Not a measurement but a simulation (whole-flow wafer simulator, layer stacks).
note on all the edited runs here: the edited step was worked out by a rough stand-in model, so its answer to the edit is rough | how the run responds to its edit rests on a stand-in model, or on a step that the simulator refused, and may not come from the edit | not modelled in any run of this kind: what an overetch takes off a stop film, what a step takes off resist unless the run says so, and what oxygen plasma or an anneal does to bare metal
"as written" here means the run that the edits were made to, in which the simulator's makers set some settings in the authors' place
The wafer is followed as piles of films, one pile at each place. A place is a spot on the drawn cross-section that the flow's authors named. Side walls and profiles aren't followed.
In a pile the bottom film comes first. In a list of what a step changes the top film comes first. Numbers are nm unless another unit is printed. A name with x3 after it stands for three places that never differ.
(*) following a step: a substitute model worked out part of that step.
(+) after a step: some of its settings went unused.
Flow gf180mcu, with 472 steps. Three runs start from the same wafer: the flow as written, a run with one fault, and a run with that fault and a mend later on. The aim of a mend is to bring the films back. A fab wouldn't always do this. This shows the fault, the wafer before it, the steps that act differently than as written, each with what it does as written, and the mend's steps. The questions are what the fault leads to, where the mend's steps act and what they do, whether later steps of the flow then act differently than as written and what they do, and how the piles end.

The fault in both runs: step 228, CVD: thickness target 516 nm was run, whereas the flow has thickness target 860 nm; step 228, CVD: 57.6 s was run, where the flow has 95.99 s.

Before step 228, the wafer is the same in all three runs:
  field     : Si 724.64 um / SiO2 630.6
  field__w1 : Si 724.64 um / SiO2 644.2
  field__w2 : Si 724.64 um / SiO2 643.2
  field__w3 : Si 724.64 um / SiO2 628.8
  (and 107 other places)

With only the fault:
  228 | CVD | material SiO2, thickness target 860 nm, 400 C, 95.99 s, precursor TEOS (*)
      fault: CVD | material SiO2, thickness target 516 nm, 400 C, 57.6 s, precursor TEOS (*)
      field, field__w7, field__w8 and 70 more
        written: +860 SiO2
        fault: +523.3 SiO2
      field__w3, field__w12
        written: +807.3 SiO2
        fault: +494.8 SiO2
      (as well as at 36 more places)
  Steps further on in the flow that do not act as written (not shown: 7 more steps that differ only slightly, by at most 2% or 0.5 nm, whichever is larger):
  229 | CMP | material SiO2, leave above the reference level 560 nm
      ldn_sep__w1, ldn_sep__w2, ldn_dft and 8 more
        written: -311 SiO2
        fault: nothing
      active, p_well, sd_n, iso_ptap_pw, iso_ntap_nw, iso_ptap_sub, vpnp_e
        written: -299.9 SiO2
        fault: nothing
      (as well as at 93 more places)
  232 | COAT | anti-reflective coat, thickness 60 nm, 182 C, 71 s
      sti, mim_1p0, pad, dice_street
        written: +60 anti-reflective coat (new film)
        fault: +55.1 anti-reflective coat (new film)
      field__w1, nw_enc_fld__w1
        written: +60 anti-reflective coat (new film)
        fault: +76.6 anti-reflective coat (new film)
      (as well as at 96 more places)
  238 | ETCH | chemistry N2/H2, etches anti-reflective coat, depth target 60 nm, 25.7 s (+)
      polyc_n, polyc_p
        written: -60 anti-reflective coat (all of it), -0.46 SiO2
        fault: -30.8 anti-reflective coat (all of it), -1.21 SiO2
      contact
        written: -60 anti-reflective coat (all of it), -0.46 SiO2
        fault: -72.5 anti-reflective coat (all of it), -0.14 SiO2
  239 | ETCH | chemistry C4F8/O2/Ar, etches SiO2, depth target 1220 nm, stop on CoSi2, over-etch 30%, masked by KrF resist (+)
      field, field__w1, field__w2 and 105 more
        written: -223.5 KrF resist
        fault: -211.5 KrF resist
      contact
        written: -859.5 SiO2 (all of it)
        fault: -813.5 SiO2 (all of it)
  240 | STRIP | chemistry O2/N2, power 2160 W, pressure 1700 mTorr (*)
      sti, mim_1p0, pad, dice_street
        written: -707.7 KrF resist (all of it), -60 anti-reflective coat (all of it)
        fault: -737.2 KrF resist (all of it), -55.1 anti-reflective coat (all of it)
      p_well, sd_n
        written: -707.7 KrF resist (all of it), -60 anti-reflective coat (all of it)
        fault: -737.2 KrF resist (all of it), -52 anti-reflective coat (all of it)
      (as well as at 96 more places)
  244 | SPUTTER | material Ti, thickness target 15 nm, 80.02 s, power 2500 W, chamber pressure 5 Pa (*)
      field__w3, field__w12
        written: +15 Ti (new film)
        fault: +14.3 Ti (new film)
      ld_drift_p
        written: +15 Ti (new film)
        fault: +14.1 Ti (new film)
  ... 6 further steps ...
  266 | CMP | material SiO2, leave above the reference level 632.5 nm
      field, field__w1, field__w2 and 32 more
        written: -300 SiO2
        fault: -287.7 SiO2
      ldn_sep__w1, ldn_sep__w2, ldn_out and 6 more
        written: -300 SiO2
        fault: -270.4 SiO2
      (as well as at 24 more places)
  The piles end different from the flow's at field, field__w1, field__w2 and 54 more by more than 2% or 0.5 nm, whichever is larger.
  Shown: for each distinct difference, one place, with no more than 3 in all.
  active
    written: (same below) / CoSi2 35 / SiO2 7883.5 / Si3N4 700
    fault: (same below) / CoSi2 35 / SiO2 819.8 / Ti 15 / TiN 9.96 / SiO2 7042 / Si3N4 700
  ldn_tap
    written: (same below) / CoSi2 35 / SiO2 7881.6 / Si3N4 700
    fault: (same below) / CoSi2 35 / SiO2 819.8 / Ti 15 / TiN 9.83 / SiO2 7040.3 / Si3N4 700
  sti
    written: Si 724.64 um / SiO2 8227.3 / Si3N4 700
    fault: Si 724.64 um / SiO2 1160.5 / Ti 15 / TiN 10 / W 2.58 / SiO2 7042.5 / Si3N4 700

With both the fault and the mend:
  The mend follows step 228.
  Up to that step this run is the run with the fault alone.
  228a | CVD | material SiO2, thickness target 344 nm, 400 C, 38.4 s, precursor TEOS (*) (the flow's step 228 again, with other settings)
      field, field__w7, field__w8 and 72 more
        +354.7 SiO2
      field_sub__w1, field_sub__w4, field_sub__w5
        +345.4 SiO2
      nw_enc_fld_lv__w1, nw_enc_fld_lv__w3, nw_enc_fld_lv__w4
        +342.4 SiO2
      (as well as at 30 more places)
  Steps further on in the flow that do not act as written (not shown: 3 more steps that differ only slightly, by at most 2% or 0.5 nm, whichever is larger):
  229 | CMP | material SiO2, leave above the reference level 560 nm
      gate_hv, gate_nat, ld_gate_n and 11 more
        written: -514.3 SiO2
        mend: -532.3 SiO2
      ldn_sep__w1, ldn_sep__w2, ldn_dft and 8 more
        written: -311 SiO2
        mend: -329 SiO2
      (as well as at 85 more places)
  The piles end only slightly different from the flow's at the places that both follow, by no more than 2% or 0.5 nm, whichever is larger.
